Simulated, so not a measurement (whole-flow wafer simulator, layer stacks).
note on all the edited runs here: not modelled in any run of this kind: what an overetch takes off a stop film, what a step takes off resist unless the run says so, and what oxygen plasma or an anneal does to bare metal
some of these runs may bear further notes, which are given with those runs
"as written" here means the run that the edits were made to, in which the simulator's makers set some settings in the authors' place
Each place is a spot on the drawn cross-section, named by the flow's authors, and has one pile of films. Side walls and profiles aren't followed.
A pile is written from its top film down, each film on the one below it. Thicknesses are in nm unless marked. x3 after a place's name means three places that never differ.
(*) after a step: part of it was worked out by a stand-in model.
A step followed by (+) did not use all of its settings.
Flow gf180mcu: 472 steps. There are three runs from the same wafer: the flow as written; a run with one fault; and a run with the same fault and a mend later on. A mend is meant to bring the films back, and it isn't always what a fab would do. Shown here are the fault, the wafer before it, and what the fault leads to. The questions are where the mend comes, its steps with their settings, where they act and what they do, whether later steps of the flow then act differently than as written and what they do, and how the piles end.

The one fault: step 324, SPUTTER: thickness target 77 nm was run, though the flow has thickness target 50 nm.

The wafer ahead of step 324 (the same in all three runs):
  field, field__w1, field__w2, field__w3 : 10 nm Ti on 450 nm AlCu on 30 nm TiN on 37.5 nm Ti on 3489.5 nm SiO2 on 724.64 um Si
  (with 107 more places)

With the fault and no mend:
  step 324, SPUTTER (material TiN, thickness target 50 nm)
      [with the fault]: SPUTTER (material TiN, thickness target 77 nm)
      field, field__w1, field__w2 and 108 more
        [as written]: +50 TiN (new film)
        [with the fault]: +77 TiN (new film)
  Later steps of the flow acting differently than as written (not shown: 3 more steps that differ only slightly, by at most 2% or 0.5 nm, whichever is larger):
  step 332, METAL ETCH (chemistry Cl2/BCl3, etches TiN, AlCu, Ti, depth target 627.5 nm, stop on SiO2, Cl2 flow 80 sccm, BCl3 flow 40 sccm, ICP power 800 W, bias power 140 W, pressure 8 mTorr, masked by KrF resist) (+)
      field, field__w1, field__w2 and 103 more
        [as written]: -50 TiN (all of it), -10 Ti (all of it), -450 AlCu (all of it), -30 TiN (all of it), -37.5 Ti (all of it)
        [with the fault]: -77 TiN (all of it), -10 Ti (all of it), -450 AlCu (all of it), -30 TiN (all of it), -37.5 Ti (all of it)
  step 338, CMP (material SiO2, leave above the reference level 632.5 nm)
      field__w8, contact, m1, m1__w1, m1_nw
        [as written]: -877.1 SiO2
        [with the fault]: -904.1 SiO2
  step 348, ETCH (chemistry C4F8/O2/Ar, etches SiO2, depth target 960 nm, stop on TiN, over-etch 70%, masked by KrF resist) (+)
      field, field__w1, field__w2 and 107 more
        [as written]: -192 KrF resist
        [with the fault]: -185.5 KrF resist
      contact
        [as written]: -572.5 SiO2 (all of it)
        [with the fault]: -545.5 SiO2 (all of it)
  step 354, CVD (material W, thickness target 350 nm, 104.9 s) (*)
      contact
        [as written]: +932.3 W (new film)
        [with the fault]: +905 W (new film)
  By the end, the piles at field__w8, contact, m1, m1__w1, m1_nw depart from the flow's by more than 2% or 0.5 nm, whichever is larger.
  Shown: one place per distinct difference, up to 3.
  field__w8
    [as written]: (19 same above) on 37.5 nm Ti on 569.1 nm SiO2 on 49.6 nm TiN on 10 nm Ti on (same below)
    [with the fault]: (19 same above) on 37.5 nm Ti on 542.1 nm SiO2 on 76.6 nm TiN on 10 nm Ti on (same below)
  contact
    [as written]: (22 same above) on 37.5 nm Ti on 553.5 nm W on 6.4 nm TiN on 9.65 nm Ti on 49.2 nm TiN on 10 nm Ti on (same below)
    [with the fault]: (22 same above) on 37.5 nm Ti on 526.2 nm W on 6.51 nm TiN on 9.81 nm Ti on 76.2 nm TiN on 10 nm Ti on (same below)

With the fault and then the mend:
  The mend stands after step 324.
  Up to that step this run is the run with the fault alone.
  step 324a, METAL ETCH (chemistry Cl2/BCl3, etches TiN, AlCu, Ti, depth target 27 nm, Cl2 flow 80 sccm, BCl3 flow 40 sccm, ICP power 800 W, bias power 140 W, pressure 8 mTorr) (the flow's step 260 again, with other settings)
      field, field__w1, field__w2 and 108 more
        -27 TiN
  Later steps of the flow that are run all act as written at every place that is followed.
  The piles end the same as the flow's at every place that both follow.
